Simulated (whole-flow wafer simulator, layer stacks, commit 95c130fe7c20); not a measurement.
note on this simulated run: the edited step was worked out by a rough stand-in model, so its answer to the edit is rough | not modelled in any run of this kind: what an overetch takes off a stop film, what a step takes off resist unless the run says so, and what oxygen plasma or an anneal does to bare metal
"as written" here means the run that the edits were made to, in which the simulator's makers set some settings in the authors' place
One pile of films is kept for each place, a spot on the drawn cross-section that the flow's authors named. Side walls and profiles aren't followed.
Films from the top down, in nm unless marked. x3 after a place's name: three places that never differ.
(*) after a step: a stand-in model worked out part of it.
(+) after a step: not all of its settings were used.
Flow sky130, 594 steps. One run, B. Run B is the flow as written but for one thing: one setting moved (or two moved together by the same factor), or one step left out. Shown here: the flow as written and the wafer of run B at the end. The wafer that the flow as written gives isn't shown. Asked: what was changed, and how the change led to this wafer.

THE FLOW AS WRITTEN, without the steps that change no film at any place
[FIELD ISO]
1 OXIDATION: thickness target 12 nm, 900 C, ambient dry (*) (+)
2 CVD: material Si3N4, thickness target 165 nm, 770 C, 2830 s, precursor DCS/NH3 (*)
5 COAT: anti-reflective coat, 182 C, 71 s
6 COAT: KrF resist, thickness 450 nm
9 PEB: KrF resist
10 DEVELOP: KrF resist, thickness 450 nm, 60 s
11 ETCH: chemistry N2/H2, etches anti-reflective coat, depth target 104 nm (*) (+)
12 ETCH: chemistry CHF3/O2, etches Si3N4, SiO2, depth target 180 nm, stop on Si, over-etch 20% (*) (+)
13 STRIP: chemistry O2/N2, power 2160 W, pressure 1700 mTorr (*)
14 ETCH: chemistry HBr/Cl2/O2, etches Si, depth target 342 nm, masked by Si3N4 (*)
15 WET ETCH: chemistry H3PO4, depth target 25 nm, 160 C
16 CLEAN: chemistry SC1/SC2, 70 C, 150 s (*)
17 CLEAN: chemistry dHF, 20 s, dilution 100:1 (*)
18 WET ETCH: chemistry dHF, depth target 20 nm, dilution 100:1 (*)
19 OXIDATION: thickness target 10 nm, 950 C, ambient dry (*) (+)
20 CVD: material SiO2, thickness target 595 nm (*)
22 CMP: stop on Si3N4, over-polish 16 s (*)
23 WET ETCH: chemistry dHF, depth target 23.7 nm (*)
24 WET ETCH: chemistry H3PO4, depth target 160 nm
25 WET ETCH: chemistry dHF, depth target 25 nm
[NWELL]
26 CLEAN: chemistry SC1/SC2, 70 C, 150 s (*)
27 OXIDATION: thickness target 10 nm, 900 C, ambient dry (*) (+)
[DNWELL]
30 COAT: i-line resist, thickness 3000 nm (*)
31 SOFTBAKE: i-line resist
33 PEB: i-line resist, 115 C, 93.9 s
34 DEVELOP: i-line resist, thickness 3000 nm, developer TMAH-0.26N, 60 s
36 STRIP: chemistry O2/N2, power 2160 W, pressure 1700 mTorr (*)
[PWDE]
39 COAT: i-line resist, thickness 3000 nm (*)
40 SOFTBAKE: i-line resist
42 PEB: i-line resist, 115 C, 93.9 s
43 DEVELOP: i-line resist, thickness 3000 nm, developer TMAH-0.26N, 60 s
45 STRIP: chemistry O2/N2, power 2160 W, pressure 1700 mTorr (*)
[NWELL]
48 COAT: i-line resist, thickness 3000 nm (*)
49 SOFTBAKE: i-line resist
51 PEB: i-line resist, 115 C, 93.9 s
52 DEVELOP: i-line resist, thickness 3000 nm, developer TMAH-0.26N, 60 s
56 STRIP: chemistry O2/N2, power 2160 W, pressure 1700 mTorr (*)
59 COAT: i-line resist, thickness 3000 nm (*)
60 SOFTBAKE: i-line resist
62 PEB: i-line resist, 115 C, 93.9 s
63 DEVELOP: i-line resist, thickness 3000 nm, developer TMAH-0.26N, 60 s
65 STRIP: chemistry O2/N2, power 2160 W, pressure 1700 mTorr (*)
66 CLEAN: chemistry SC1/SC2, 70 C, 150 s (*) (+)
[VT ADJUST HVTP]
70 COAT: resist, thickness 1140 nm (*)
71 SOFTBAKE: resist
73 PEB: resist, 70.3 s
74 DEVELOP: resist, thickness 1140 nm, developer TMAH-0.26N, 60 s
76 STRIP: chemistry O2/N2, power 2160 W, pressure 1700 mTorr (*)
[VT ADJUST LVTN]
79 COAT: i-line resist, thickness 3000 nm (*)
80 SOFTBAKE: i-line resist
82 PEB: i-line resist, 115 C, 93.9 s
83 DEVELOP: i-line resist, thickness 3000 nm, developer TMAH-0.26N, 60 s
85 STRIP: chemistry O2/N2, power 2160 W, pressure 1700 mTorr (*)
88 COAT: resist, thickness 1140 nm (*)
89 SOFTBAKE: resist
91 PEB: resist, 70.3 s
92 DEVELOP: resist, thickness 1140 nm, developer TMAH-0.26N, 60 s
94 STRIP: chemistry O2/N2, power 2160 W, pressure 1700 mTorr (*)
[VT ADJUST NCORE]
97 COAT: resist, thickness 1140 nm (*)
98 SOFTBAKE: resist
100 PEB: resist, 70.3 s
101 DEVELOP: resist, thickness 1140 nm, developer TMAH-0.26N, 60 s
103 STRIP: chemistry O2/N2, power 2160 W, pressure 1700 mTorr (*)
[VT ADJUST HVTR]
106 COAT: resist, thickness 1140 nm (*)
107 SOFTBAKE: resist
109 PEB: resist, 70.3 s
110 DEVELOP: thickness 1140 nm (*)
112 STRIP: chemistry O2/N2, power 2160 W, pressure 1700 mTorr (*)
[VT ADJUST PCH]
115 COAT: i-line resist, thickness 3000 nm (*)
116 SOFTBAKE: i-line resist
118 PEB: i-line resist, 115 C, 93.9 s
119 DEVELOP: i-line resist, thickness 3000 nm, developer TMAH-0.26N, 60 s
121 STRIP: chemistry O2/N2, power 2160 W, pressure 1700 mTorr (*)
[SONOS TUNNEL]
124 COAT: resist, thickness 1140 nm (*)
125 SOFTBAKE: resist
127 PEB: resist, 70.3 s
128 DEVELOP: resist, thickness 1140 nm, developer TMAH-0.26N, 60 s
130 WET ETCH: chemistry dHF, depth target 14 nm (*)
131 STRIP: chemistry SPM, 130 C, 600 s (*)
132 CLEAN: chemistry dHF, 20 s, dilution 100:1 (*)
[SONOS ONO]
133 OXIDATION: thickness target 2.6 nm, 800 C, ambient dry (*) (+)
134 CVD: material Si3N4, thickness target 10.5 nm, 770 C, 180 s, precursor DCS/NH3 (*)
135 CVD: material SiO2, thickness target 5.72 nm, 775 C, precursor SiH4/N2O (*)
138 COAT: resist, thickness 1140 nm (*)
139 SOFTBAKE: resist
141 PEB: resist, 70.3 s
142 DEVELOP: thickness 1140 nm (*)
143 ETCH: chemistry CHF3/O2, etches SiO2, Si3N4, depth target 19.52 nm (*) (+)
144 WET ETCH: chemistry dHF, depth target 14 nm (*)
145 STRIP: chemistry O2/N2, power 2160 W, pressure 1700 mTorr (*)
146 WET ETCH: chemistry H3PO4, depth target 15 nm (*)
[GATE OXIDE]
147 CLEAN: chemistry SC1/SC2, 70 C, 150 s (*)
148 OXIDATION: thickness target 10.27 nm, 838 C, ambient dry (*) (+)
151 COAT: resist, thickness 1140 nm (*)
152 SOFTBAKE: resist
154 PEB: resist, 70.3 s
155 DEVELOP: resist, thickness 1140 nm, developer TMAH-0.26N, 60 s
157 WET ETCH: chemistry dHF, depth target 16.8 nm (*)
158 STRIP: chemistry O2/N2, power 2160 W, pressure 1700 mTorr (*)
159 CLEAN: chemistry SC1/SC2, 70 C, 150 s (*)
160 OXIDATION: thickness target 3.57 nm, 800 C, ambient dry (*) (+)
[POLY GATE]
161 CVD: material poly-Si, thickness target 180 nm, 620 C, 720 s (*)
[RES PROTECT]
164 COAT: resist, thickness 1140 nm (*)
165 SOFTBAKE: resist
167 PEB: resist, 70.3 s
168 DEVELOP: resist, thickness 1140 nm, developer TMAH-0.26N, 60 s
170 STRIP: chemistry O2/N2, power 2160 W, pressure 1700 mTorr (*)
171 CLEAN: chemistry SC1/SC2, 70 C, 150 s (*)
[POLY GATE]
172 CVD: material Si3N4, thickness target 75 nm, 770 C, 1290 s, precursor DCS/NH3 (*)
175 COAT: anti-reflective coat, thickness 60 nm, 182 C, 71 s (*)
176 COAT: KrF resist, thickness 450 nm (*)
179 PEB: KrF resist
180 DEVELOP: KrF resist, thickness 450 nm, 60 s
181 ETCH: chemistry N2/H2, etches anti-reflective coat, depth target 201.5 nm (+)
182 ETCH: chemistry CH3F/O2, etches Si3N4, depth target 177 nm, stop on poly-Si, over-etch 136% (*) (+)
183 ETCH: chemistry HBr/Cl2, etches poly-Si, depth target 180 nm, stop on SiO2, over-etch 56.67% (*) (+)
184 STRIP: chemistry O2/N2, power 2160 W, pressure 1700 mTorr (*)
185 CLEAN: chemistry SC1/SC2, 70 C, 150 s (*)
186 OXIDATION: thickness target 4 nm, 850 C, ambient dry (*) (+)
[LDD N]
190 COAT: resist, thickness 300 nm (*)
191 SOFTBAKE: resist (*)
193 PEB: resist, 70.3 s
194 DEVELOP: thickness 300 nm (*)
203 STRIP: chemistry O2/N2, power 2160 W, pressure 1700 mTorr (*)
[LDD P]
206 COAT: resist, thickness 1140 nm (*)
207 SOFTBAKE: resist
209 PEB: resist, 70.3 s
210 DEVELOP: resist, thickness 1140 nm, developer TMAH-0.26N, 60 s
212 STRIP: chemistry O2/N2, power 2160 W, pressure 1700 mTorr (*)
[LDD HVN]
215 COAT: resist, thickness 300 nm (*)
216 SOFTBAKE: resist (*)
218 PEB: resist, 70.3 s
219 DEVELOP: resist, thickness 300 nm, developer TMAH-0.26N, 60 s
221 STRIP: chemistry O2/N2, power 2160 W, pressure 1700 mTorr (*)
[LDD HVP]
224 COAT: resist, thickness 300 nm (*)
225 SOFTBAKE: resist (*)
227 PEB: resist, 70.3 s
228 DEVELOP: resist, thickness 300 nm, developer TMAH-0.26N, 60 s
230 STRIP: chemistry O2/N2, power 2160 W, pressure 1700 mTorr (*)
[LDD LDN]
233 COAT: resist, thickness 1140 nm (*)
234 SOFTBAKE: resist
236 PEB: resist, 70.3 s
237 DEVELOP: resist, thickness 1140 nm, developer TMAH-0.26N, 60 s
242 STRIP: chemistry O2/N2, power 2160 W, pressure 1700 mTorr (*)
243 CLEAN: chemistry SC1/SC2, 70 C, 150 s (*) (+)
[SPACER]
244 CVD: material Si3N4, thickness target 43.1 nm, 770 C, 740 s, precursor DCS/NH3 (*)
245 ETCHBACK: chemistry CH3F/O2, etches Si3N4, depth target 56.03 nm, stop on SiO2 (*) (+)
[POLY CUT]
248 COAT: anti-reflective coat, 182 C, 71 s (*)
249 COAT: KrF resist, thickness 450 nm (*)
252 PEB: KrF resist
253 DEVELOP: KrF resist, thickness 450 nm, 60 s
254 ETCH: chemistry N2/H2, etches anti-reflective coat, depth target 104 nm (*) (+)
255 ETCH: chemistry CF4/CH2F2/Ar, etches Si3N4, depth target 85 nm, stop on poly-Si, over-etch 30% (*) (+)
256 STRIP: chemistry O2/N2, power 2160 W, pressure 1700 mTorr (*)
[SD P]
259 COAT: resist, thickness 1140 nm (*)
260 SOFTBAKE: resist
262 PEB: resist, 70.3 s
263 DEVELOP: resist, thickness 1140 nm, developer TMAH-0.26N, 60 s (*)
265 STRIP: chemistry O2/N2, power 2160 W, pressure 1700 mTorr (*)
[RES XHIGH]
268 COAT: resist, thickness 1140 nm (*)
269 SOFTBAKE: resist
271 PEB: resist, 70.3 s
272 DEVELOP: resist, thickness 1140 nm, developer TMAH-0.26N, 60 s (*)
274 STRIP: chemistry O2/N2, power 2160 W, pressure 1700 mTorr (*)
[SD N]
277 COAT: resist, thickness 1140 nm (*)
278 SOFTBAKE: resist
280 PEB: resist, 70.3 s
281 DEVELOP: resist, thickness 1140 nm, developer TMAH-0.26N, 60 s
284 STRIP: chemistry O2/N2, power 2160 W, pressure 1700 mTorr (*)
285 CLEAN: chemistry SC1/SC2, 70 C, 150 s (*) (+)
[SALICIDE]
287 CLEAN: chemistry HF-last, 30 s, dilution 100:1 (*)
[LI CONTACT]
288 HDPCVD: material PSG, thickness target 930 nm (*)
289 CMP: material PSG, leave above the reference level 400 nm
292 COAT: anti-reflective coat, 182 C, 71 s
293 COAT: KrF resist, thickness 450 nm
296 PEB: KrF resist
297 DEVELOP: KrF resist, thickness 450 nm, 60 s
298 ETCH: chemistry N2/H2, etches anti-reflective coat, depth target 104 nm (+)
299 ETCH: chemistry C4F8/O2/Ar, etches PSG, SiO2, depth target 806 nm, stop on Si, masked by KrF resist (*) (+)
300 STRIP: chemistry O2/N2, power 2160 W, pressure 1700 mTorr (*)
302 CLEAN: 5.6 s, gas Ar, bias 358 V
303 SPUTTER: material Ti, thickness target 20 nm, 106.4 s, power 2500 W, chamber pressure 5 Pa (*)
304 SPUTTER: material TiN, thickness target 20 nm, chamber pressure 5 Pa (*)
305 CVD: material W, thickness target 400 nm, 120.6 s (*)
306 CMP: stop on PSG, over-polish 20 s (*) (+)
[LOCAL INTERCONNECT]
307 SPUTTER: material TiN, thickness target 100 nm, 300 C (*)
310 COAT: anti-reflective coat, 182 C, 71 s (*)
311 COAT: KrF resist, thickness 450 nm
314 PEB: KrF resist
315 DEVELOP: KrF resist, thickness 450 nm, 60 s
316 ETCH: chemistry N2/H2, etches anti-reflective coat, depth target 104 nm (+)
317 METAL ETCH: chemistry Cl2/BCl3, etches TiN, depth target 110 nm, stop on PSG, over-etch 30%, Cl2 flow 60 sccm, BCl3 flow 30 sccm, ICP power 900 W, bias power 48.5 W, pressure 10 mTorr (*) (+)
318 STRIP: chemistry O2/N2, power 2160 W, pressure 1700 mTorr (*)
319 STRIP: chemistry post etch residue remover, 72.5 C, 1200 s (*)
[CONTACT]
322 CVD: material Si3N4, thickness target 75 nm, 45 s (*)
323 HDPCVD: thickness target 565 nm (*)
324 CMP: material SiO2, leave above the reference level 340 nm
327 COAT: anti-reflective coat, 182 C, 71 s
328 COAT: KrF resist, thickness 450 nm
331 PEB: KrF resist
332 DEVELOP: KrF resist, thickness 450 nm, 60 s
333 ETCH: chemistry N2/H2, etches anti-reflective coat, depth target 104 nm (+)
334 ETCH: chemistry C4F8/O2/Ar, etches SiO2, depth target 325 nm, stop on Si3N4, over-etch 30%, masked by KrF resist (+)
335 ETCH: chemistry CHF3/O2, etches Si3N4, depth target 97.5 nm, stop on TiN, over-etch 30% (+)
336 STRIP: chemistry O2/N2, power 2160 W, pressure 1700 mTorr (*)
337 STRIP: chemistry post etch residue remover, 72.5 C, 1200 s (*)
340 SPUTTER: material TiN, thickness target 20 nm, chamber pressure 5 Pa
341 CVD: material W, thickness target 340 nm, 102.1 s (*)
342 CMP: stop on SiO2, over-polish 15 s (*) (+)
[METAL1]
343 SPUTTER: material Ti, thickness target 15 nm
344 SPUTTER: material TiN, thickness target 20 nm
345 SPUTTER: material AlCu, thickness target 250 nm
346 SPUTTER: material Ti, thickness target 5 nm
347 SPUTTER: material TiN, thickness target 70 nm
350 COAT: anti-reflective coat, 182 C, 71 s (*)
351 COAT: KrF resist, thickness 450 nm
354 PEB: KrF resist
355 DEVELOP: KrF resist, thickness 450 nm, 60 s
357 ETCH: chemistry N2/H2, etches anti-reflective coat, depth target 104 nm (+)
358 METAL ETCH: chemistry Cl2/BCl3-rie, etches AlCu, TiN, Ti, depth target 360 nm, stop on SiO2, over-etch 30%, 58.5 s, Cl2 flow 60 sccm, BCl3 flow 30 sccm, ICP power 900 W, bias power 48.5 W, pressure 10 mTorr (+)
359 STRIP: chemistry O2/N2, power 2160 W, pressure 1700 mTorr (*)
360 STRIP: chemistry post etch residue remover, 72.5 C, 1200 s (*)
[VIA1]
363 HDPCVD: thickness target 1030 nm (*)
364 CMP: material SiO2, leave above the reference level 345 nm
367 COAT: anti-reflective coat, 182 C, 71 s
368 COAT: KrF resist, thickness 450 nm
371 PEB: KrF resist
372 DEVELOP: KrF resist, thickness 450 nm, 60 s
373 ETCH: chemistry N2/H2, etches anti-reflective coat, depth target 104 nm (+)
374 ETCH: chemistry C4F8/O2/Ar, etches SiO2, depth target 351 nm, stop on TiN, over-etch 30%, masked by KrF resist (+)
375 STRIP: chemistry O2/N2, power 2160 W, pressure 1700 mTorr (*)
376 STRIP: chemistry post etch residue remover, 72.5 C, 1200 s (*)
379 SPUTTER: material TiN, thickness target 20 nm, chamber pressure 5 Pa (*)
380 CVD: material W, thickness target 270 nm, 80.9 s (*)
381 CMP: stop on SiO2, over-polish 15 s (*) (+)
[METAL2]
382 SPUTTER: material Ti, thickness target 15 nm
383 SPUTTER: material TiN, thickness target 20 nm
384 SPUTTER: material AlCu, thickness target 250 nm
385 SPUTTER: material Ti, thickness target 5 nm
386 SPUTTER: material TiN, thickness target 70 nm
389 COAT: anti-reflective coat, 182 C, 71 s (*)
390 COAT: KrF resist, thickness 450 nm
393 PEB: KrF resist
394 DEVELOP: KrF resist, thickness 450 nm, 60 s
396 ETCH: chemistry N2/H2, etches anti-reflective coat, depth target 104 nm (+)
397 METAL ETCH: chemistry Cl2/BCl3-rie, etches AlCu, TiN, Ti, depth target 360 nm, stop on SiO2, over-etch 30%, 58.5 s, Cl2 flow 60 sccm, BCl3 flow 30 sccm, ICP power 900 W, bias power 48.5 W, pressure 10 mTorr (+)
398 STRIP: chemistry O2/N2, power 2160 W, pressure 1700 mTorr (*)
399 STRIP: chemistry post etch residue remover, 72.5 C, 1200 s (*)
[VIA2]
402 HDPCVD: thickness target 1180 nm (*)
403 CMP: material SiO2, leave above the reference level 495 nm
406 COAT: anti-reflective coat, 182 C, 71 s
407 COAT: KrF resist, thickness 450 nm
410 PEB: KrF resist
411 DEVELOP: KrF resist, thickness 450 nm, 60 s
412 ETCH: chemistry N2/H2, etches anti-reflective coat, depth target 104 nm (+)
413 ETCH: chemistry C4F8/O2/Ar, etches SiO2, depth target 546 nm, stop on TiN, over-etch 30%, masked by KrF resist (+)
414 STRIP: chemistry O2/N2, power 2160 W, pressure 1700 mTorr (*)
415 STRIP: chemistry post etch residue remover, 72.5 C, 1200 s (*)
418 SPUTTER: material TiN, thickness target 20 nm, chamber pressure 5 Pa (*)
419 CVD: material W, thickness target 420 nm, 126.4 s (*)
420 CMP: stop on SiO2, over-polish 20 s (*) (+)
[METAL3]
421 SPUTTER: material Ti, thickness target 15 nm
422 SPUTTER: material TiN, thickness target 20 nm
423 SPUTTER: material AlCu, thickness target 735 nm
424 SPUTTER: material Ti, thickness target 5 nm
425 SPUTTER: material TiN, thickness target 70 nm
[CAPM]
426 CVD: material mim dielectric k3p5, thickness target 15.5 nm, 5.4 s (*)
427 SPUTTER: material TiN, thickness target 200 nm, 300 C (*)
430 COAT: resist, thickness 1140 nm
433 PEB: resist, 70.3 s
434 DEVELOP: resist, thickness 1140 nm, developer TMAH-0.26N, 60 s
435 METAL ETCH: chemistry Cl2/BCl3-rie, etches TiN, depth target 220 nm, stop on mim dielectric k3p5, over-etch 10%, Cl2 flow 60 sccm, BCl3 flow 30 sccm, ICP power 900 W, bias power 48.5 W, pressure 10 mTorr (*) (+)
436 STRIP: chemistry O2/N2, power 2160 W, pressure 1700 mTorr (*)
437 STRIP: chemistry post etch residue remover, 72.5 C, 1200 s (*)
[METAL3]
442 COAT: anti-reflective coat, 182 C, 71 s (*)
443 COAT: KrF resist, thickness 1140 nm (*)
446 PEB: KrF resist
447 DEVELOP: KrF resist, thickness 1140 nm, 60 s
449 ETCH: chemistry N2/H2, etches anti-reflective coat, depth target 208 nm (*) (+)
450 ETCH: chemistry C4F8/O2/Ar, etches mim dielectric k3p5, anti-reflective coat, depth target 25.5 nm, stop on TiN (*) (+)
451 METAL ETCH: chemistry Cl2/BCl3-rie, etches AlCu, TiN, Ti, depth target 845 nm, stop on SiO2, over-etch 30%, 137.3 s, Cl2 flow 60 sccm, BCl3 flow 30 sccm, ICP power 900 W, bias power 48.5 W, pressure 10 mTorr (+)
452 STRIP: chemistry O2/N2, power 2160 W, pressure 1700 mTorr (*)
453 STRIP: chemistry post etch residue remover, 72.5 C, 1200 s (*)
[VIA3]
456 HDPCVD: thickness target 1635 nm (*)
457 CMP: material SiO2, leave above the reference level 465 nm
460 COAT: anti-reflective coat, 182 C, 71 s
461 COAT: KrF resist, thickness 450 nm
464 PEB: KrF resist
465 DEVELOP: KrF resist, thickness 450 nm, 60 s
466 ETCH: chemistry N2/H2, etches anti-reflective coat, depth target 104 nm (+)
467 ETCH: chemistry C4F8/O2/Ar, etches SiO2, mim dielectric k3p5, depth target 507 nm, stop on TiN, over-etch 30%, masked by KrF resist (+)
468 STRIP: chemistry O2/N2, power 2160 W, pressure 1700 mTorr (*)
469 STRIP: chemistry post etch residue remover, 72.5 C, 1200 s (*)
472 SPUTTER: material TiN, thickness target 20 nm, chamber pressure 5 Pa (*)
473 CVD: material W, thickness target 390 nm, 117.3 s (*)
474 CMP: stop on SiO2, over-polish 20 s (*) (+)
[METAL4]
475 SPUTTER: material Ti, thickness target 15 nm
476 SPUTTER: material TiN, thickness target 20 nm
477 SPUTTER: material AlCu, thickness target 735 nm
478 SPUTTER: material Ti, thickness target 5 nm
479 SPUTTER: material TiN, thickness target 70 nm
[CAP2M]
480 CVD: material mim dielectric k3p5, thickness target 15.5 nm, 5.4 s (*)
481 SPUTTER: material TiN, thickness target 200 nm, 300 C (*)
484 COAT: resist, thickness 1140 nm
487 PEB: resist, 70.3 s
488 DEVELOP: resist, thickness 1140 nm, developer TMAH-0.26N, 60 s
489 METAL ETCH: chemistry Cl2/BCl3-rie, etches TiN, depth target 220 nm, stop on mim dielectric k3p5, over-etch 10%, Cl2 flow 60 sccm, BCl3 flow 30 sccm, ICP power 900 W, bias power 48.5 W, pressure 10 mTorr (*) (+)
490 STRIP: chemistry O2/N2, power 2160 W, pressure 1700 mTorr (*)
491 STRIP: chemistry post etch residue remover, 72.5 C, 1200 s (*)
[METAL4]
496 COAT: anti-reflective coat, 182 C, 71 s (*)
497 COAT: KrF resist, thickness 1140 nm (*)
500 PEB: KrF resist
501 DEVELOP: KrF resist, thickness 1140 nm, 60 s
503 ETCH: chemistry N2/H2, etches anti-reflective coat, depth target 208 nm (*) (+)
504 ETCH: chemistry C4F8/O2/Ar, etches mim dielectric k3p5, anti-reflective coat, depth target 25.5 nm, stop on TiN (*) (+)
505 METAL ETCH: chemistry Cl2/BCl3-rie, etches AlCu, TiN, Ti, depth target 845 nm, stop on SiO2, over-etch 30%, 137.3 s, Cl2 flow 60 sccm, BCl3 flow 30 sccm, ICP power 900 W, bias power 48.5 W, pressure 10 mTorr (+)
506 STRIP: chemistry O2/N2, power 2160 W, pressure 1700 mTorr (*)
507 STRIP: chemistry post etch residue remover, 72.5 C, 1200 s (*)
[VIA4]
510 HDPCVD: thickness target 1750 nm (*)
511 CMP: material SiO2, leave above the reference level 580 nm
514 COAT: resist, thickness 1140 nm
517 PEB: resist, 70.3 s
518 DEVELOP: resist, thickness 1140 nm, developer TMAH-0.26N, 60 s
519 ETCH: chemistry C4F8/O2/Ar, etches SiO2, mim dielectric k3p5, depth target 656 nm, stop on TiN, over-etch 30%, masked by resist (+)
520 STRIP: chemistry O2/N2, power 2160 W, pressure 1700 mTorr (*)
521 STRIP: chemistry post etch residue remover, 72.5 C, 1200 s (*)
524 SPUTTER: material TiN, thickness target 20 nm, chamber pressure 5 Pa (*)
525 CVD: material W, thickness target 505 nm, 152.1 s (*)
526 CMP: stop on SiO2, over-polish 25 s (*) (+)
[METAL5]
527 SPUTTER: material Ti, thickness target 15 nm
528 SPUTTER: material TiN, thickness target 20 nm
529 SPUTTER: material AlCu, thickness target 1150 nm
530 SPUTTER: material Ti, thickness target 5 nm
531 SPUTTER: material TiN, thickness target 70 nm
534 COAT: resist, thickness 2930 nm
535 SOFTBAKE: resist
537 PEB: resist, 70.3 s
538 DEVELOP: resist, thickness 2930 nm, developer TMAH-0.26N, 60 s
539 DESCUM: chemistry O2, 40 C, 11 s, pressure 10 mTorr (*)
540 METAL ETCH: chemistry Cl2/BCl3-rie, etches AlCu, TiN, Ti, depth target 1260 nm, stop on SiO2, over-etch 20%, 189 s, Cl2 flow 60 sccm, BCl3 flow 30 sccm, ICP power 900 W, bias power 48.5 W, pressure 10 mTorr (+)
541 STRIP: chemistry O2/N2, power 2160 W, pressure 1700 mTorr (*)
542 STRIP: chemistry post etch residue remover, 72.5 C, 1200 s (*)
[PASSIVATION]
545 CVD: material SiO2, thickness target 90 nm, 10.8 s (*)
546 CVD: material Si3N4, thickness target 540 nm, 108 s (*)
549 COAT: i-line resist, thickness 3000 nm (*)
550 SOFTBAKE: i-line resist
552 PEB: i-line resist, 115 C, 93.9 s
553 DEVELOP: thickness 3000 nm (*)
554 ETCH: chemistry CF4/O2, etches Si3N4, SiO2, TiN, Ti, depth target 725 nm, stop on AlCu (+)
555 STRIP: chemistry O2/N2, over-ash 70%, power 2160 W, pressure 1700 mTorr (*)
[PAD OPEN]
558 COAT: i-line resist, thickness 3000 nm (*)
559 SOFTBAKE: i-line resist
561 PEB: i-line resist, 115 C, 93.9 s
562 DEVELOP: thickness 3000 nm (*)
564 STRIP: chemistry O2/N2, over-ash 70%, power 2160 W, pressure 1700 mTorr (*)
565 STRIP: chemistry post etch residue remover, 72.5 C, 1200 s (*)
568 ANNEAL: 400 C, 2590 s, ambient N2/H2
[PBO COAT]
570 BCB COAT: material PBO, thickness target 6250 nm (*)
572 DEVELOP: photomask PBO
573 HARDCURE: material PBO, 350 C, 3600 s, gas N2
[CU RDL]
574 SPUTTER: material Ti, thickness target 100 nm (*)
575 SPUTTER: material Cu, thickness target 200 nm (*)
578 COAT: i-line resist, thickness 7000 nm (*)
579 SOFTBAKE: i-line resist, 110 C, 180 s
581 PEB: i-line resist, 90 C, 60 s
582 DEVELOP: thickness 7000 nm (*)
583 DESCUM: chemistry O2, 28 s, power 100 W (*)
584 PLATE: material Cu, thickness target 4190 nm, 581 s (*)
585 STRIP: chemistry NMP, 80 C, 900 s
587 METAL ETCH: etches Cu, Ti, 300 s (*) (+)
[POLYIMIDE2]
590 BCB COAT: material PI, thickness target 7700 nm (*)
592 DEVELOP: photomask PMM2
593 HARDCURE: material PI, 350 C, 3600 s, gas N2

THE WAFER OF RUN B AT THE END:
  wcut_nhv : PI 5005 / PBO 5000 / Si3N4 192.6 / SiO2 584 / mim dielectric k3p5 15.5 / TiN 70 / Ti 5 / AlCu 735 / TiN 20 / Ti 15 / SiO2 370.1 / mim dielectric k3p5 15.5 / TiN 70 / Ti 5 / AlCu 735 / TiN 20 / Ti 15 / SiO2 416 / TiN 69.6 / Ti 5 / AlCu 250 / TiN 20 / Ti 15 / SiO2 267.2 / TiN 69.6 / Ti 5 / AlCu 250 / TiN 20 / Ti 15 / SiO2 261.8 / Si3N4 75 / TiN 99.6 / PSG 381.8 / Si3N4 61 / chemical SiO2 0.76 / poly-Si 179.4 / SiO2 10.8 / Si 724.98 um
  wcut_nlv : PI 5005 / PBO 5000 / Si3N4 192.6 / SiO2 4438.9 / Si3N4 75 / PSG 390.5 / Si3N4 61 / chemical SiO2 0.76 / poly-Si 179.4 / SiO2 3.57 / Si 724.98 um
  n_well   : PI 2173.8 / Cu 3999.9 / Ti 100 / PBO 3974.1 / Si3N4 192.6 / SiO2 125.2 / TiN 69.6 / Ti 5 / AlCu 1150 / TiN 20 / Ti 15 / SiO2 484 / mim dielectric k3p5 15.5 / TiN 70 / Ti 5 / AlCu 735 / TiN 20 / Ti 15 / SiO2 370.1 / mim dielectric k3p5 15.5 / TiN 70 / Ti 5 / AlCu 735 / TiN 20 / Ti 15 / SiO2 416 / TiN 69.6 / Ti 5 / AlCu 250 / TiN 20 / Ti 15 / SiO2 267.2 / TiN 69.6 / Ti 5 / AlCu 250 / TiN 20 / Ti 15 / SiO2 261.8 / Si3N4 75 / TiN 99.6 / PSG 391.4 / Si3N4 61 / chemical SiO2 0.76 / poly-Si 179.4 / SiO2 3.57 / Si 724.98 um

The cause: step 546, CVD: thickness target 653 nm was run, where the flow has thickness target 540 nm; step 546, CVD: 131 s was run, where the flow has 108 s.

How the change led to this, step by step:
  546 CVD: material Si3N4, thickness target 540 nm, 108 s (*)
      field, active, n_well and 190 more: Si3N4 +193 (new film) (as written it would be: Si3N4 +159.1 (new film))
  550 SOFTBAKE: i-line resist
      gate_p_lvt, iso_guard_hv_nw: i-line resist +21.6 (as written it would be: i-line resist +20.6)
      active: i-line resist +12.7 (as written it would be: i-line resist +12)
      (and at 52 more places)
  554 ETCH: chemistry CF4/O2, etches Si3N4, SiO2, TiN, Ti, depth target 725 nm, stop on AlCu (+)
      field, active, n_well and 189 more: i-line resist -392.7 (as written it would be: i-line resist -358.9)
      pad: Si3N4 -193 (all of it), SiO2 -125.2 (all of it), TiN -69.6 (all of it), Ti -5 (all of it) (as written it would be: Si3N4 -159.1 (all of it), SiO2 -125.2 (all of it), TiN -69.6 (all of it), Ti -5 (all of it))
  555 STRIP: chemistry O2/N2, over-ash 70%, power 2160 W, pressure 1700 mTorr (*)
      n_well, p_well, sd_n, sd_p: i-line resist -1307 (all of it) (as written it would be: i-line resist -1340.8 (all of it))
      m1: i-line resist -1331.6 (all of it) (as written it would be: i-line resist -1364.1 (all of it))
      (and at 7 more places)
  559 SOFTBAKE: i-line resist
      gate_p_lvt, iso_guard_hv_nw: i-line resist +21.6 (as written it would be: i-line resist +20.6)
      field: i-line resist +13.3 (as written it would be: i-line resist +12.5)
      (and at 58 more places)
  578 COAT: i-line resist, thickness 7000 nm (*)
      pad: i-line resist +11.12 um (new film) (as written it would be: i-line resist +11.08 um (new film))
  579 SOFTBAKE: i-line resist, 110 C, 180 s
      mim: i-line resist -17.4 (as written it would be: i-line resist -16.8)
      iso_guard__w1: i-line resist -17.2 (as written it would be: i-line resist -16.6)
      (and at 4 more places)
  582 DEVELOP: thickness 7000 nm (*)
      pad: i-line resist -11.12 um (all of it) (as written it would be: i-line resist -11.08 um (all of it))
